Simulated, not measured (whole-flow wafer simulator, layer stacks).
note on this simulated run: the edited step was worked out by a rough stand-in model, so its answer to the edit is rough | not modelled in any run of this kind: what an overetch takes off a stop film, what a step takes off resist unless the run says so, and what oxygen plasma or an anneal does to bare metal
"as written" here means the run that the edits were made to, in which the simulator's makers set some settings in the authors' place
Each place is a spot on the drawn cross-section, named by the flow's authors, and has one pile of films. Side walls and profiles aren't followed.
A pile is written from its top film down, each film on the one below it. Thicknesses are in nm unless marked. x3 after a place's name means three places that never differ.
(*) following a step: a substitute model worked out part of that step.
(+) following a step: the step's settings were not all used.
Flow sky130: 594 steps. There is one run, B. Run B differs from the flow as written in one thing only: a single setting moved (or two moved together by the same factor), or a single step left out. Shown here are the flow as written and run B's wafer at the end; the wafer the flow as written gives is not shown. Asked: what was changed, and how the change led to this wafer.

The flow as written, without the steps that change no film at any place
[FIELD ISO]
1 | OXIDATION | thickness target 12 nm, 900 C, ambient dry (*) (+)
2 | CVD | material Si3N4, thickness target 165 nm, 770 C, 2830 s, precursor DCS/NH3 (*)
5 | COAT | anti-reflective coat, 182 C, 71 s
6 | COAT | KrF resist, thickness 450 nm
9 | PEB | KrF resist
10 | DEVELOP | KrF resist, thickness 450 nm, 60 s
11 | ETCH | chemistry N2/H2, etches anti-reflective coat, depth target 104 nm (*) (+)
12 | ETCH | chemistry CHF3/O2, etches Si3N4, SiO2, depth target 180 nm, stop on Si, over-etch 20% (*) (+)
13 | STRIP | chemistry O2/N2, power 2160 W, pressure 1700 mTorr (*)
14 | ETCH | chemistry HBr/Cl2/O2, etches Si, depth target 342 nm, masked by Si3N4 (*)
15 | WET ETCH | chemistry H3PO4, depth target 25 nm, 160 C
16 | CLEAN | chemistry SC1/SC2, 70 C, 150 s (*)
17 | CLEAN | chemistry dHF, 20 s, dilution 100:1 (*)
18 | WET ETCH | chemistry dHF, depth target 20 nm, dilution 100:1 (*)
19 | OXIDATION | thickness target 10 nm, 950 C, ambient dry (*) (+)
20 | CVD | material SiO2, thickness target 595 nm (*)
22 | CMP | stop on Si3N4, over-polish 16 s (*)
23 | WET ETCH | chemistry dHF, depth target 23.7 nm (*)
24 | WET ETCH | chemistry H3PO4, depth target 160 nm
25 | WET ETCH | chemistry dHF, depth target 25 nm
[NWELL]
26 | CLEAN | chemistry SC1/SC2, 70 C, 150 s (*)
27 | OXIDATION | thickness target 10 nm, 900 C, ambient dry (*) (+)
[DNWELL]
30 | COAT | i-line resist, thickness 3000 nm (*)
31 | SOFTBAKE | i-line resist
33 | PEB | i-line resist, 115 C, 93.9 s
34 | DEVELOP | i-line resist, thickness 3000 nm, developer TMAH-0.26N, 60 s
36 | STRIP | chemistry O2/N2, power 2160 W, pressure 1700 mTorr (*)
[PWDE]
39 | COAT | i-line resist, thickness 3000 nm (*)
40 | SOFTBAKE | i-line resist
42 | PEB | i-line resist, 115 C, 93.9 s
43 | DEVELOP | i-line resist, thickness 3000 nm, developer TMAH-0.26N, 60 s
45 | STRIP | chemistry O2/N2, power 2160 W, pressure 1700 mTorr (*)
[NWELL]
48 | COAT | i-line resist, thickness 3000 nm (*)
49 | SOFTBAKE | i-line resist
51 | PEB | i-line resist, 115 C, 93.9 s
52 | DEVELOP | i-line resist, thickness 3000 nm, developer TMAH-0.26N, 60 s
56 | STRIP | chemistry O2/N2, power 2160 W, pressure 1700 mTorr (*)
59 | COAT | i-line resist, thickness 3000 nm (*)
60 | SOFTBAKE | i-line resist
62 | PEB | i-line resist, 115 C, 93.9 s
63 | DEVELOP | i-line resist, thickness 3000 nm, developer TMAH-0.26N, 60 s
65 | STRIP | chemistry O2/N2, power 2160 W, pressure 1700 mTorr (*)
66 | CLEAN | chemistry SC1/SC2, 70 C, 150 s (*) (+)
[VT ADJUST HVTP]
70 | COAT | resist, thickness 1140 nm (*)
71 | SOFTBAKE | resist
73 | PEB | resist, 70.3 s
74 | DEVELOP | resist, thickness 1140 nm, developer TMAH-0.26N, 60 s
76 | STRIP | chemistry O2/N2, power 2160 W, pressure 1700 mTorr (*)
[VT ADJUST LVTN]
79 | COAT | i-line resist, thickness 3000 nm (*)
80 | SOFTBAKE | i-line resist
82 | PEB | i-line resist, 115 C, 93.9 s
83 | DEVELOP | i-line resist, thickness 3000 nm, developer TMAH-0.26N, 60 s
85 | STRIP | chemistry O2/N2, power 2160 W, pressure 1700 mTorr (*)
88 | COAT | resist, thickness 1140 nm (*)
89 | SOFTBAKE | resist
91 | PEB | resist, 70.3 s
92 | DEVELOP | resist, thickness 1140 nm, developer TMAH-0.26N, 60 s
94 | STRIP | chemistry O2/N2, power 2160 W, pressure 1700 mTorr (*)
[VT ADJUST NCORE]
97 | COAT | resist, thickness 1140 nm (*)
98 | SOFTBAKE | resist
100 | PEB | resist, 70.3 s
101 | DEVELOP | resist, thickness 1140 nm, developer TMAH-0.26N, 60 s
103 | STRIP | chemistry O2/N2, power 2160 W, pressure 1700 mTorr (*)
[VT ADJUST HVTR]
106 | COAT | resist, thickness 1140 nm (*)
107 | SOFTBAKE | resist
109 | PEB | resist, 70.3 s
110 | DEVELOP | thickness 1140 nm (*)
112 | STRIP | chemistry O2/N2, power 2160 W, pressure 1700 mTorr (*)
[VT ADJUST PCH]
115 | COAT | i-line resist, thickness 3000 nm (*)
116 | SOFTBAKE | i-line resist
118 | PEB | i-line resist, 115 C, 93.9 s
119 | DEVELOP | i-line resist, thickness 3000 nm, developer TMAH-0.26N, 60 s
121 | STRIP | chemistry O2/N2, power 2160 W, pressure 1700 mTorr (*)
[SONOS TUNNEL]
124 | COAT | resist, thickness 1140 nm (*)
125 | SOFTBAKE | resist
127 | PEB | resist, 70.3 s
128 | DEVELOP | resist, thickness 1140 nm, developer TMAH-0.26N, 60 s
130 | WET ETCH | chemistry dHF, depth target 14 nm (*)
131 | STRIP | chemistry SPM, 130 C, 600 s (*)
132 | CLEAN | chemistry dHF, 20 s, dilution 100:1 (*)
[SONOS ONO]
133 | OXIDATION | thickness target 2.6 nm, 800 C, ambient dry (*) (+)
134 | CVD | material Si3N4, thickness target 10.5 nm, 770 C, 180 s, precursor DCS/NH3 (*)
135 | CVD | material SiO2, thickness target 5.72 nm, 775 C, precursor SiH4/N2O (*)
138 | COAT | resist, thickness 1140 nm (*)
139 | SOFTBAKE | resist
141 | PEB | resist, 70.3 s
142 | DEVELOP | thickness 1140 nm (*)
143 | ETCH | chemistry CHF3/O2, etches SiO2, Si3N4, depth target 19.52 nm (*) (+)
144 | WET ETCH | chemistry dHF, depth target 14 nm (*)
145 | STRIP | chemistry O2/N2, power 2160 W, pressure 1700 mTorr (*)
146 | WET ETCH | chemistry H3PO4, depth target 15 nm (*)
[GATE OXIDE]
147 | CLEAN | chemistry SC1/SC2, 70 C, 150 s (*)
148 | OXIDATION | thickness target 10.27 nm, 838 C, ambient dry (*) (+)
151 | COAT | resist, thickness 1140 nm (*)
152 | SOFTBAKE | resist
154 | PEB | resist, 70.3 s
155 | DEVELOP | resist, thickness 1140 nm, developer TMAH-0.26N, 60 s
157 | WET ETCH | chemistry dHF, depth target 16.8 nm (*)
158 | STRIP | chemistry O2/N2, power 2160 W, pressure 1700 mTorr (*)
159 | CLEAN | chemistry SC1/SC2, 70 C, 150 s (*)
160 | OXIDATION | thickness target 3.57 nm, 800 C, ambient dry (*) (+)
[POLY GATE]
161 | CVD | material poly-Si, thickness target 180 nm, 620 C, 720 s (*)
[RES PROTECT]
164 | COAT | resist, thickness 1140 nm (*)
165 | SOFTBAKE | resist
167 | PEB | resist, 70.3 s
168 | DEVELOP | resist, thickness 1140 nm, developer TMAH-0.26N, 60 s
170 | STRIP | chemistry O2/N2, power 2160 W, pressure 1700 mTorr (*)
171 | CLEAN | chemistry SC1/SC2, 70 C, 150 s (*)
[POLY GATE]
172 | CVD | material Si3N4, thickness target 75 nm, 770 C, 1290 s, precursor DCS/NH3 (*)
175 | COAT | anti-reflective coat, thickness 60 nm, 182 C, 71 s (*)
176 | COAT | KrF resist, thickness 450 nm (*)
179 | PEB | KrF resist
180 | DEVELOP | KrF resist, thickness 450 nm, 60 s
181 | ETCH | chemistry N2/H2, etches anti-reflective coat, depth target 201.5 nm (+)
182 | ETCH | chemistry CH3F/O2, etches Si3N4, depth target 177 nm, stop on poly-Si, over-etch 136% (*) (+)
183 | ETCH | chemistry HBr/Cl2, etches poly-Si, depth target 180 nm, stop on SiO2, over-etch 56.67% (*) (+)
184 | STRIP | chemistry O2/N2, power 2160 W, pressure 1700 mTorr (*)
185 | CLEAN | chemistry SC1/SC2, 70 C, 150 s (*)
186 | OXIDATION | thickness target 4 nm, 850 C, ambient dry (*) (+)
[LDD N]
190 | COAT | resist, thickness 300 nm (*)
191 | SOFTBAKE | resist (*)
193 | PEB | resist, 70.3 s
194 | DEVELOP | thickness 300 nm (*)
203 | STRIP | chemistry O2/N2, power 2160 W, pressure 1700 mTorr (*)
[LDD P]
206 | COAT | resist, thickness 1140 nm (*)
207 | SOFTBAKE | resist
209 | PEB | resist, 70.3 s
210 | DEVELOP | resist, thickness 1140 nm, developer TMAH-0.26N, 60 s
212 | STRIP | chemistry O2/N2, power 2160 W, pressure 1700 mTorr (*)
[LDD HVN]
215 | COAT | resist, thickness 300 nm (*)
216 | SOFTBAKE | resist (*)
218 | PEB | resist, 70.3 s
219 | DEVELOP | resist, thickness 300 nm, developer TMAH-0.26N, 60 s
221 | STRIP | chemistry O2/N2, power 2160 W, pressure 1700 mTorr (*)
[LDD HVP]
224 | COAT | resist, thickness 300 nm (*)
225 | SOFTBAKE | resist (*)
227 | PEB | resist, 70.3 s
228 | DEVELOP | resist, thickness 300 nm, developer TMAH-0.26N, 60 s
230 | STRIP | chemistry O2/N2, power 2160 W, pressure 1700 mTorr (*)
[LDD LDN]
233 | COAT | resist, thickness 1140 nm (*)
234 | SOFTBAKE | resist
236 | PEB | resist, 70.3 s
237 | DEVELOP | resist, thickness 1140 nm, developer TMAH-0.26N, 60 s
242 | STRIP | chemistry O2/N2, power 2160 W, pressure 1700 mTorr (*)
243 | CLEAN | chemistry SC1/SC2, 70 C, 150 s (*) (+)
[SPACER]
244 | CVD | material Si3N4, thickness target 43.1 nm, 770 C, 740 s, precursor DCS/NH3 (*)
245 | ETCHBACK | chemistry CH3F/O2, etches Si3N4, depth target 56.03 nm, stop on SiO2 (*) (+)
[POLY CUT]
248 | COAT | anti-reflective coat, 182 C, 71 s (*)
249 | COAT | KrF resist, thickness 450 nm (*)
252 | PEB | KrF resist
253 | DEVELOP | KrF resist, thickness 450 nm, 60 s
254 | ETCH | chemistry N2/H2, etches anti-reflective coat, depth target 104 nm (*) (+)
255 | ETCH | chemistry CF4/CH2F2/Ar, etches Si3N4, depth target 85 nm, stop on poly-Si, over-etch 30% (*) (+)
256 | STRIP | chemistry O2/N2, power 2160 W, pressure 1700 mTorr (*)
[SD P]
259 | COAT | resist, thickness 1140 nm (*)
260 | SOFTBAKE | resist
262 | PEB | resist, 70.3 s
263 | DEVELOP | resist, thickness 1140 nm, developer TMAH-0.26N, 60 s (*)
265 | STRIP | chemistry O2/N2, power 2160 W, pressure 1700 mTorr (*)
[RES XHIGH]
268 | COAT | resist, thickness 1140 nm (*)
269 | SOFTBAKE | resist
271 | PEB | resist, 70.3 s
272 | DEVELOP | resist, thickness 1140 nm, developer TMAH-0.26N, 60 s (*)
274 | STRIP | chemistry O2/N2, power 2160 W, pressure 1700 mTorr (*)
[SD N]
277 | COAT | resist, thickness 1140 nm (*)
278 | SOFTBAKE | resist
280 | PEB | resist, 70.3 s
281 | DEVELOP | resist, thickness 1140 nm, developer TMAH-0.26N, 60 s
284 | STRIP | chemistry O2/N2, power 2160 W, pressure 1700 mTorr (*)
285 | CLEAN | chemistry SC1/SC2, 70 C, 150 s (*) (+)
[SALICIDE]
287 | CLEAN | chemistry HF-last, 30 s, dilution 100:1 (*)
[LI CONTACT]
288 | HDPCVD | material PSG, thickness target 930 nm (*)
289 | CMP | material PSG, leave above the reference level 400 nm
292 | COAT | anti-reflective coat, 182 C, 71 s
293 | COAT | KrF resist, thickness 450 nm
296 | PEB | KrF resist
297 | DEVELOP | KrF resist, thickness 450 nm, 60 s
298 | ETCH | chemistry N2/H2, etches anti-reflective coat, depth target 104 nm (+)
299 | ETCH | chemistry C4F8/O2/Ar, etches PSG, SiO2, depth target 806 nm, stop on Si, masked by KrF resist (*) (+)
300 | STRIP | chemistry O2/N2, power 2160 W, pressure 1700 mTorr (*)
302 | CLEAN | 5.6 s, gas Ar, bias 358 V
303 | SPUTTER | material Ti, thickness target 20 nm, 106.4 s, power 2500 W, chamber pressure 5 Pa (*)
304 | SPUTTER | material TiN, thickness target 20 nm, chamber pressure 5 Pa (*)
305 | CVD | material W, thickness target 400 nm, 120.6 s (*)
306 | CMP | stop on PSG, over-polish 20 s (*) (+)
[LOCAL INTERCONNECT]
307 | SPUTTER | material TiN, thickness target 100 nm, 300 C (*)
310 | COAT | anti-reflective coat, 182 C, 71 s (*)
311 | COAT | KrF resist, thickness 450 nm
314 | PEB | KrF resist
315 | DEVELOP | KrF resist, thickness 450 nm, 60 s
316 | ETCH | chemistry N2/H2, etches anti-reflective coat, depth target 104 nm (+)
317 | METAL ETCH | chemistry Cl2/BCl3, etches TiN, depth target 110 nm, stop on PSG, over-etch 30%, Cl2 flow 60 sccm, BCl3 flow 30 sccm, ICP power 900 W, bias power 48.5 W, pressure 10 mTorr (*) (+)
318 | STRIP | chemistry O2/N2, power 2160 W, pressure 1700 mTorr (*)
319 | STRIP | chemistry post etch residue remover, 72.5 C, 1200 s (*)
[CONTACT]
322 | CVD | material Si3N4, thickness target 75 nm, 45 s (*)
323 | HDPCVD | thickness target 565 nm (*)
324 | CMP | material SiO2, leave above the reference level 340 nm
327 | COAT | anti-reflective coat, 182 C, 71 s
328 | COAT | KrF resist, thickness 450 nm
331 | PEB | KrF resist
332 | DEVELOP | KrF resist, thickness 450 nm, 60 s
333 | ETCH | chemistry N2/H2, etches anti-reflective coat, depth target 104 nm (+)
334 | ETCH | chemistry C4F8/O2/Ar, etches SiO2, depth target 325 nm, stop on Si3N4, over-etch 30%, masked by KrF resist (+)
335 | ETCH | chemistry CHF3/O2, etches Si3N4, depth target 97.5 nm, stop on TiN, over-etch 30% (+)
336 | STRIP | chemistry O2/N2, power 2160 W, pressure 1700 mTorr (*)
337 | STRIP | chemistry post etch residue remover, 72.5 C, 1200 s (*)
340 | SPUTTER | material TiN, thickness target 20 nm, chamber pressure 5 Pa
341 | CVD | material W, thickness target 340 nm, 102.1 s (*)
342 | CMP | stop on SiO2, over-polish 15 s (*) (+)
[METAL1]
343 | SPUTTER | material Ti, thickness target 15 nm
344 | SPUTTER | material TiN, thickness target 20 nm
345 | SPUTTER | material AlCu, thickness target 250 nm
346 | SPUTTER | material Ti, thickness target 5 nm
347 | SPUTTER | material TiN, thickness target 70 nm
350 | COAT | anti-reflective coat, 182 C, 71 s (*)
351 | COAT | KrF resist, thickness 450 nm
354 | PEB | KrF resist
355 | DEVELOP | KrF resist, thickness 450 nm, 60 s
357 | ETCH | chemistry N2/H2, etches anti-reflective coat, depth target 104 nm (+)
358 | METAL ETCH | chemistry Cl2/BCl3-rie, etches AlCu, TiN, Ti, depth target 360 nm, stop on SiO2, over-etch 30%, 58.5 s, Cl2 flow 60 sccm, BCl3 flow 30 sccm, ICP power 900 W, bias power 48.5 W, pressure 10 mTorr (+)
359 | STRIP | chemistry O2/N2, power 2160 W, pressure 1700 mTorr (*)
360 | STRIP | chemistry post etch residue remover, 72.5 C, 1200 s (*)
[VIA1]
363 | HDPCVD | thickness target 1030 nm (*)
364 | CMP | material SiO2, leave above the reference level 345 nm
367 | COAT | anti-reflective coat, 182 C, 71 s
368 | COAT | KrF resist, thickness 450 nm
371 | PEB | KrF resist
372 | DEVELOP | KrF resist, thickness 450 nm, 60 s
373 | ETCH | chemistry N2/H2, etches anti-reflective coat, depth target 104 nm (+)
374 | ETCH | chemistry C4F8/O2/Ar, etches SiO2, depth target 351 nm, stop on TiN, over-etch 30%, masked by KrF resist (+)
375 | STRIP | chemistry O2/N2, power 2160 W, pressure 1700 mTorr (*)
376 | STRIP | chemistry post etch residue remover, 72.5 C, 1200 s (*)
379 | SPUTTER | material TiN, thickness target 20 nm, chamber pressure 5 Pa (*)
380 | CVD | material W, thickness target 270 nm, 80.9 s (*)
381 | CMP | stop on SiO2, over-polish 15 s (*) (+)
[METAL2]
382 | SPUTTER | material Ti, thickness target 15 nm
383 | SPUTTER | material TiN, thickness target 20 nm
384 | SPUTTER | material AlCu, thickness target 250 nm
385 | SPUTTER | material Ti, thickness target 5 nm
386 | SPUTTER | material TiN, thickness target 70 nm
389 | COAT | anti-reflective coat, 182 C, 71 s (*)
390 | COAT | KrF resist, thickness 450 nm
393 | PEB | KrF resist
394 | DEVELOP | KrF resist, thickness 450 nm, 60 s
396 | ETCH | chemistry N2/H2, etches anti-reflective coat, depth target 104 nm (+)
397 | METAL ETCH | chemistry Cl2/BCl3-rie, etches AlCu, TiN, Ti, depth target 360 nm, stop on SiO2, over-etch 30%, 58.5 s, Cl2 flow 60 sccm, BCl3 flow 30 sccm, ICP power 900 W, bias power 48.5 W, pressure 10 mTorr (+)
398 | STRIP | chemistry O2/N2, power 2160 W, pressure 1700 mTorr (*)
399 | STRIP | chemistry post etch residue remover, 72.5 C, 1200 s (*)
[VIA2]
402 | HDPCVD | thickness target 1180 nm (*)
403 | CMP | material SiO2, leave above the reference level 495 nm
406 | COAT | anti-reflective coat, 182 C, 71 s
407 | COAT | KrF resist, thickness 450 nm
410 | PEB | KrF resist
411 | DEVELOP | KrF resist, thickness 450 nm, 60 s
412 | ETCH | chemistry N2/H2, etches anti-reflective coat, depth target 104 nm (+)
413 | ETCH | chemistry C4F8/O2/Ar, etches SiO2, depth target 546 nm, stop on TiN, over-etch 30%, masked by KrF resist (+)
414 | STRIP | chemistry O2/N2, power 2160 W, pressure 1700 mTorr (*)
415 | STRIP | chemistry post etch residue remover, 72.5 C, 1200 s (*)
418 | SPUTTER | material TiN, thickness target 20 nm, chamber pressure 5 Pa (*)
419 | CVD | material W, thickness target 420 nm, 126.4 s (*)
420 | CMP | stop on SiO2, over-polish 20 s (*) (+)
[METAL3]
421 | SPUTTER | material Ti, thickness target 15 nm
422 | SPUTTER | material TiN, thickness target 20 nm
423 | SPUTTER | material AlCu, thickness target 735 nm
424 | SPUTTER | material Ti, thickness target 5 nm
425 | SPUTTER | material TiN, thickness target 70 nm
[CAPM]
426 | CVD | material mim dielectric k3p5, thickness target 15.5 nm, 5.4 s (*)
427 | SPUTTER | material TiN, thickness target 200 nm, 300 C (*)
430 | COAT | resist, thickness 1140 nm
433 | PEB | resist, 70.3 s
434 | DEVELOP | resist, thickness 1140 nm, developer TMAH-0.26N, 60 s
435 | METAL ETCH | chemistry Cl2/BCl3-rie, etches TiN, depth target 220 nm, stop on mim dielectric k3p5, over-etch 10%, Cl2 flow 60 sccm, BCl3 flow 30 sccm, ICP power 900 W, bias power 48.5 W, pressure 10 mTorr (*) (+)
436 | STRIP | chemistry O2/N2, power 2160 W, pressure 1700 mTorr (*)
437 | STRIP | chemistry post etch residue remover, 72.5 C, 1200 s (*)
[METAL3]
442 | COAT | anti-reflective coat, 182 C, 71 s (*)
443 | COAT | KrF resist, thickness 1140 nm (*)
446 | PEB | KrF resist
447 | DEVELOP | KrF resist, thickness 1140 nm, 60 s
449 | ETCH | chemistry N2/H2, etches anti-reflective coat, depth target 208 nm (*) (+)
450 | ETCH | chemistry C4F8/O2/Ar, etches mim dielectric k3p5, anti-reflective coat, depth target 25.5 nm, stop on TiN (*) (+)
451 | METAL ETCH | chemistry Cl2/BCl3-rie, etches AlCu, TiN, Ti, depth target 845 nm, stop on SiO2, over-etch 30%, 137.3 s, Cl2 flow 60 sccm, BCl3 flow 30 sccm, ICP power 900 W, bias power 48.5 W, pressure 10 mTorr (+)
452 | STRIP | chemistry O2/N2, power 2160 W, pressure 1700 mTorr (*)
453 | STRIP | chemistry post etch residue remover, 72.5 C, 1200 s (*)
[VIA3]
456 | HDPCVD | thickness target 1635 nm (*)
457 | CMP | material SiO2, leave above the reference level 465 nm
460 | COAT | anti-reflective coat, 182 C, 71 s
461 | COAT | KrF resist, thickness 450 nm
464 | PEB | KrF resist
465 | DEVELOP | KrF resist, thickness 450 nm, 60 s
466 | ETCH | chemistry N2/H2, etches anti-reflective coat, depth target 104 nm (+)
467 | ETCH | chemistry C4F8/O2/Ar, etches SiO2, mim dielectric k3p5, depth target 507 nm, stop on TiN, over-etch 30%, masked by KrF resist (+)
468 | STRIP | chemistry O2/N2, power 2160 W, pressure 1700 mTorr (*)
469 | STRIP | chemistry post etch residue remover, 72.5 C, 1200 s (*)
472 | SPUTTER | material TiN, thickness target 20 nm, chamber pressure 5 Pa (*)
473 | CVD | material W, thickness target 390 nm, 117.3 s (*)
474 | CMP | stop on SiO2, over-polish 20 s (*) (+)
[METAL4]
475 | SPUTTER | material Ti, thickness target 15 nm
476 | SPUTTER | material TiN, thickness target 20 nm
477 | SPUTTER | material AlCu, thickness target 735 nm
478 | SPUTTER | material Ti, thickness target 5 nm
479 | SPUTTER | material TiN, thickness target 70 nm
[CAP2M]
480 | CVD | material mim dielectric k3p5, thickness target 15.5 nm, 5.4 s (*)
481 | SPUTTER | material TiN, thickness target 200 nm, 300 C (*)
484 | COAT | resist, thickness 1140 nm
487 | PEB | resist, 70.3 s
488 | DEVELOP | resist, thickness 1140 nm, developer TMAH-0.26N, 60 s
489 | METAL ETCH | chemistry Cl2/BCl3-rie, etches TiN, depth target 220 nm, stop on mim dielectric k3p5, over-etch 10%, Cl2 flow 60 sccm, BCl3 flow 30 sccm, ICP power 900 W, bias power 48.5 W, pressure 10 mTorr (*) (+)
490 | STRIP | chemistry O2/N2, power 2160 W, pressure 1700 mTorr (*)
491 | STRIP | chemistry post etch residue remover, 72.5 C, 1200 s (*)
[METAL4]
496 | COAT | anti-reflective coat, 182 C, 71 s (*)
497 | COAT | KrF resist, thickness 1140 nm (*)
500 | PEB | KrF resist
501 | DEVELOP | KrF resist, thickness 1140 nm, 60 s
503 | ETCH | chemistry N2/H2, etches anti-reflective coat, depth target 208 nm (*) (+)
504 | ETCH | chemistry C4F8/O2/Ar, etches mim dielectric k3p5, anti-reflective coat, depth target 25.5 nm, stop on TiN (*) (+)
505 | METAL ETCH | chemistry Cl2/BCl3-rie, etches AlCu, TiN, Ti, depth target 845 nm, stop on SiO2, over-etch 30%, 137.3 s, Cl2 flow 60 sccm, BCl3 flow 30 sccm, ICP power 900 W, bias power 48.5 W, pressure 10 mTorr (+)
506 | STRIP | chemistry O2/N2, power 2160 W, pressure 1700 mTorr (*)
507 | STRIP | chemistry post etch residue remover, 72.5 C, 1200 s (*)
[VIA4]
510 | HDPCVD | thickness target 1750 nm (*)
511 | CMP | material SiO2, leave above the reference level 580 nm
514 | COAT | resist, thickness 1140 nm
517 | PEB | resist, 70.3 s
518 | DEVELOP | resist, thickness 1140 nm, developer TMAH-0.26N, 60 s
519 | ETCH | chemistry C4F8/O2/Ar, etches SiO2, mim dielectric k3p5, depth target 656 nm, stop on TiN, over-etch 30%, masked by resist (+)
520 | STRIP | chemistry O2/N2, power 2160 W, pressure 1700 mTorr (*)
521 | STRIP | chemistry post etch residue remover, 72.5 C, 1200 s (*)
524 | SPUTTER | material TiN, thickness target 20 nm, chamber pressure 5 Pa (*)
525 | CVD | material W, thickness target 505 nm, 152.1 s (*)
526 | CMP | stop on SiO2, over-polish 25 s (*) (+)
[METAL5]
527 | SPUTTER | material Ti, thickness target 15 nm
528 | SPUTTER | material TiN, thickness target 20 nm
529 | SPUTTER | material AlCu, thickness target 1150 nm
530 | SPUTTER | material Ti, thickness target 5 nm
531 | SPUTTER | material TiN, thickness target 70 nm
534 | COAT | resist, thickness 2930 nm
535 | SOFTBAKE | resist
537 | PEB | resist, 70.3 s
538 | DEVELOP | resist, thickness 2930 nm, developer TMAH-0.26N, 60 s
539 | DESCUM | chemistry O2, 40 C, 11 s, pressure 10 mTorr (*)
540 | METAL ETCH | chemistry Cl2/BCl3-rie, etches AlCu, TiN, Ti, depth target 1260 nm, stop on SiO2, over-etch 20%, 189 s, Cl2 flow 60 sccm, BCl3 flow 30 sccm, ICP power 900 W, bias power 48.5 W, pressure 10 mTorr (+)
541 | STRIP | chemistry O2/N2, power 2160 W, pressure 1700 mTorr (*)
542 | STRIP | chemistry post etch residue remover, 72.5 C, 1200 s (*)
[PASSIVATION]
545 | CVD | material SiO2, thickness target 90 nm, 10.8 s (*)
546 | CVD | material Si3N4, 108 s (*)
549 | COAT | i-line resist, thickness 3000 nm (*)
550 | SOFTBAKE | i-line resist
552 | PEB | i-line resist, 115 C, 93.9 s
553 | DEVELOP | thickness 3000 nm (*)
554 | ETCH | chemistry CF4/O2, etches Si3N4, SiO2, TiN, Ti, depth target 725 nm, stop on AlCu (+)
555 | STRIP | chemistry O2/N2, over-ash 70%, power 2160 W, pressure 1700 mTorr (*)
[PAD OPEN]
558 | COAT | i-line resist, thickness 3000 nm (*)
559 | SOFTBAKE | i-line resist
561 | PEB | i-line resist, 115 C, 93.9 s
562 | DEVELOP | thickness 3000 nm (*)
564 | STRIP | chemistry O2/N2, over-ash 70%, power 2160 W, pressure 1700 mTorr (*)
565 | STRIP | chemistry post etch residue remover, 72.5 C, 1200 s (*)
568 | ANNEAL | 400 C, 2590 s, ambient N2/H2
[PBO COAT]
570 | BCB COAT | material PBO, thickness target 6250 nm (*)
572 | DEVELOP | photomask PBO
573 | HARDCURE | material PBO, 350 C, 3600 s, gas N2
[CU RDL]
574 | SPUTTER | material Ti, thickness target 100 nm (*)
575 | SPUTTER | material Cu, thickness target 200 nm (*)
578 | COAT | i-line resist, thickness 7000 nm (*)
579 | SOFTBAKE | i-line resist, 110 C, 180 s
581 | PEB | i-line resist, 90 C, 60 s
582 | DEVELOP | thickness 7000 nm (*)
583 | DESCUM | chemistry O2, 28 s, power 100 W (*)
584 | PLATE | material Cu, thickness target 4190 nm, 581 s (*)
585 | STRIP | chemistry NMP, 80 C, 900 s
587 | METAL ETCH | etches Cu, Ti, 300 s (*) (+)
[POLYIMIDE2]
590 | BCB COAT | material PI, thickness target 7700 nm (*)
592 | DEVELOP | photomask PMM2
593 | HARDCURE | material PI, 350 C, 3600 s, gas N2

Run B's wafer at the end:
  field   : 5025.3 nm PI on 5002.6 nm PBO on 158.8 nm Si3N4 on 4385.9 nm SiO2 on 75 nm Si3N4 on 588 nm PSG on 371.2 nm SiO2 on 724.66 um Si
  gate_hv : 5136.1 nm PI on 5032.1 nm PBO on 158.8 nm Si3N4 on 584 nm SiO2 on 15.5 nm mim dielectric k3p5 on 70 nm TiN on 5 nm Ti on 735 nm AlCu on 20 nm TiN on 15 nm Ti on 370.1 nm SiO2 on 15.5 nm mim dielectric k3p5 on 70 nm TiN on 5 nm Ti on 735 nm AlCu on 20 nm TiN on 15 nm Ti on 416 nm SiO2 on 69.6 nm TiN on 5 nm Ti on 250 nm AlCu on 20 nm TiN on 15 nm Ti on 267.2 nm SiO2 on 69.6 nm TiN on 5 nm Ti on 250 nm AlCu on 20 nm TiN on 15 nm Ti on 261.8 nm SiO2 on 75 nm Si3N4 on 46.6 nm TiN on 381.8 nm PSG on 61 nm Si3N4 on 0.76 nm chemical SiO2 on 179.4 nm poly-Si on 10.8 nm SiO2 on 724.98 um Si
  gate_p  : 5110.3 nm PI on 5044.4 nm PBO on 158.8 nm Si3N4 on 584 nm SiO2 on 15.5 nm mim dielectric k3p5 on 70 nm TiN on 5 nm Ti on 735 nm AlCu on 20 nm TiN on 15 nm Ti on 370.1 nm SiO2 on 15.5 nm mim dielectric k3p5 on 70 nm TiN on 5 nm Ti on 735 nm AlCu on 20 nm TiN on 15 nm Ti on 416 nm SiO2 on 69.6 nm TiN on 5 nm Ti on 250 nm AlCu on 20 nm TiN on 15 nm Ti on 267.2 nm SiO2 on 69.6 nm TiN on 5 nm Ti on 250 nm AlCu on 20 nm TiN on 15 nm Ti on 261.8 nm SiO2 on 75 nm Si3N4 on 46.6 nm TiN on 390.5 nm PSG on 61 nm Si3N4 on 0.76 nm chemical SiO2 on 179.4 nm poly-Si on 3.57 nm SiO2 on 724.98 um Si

What caused this: step 307, SPUTTER: thickness target 47 nm was run, while the flow as written has thickness target 100 nm.

Step by step, how the change led to this:
  307 | SPUTTER | material TiN, thickness target 100 nm, 300 C (*)
      field, active, n_well and 188 more: +47 TiN (new film) (in the flow as written it would be: +100 TiN (new film))
  317 | METAL ETCH | chemistry Cl2/BCl3, etches TiN, depth target 110 nm, stop on PSG, over-etch 30%, Cl2 flow 60 sccm, BCl3 flow 30 sccm, ICP power 900 W, bias power 48.5 W, pressure 10 mTorr (*) (+)
      n_well, p_well, gate_hv and 97 more: -23.7 KrF resist (in the flow as written it would be: -44 KrF resist)
      field, active, gate and 88 more: -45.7 TiN (all of it) (in the flow as written it would be: -98.7 TiN (all of it))
  318 | STRIP | chemistry O2/N2, power 2160 W, pressure 1700 mTorr (*)
      n_well, p_well, gate_hv and 93 more: -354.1 KrF resist (all of it), -80 anti-reflective coat (all of it) (in the flow as written it would be: -333.8 KrF resist (all of it), -80 anti-reflective coat (all of it))
      poly_licon, ndiff_licon, ndiff_licon_cpp, rpo_hd_licon: -354.1 KrF resist (all of it), -80.5 anti-reflective coat (all of it) (in the flow as written it would be: -333.9 KrF resist (all of it), -80.5 anti-reflective coat (all of it))
  324 | CMP | material SiO2, leave above the reference level 340 nm
      field, active, gate and 88 more: -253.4 SiO2 (in the flow as written it would be: -200.4 SiO2)
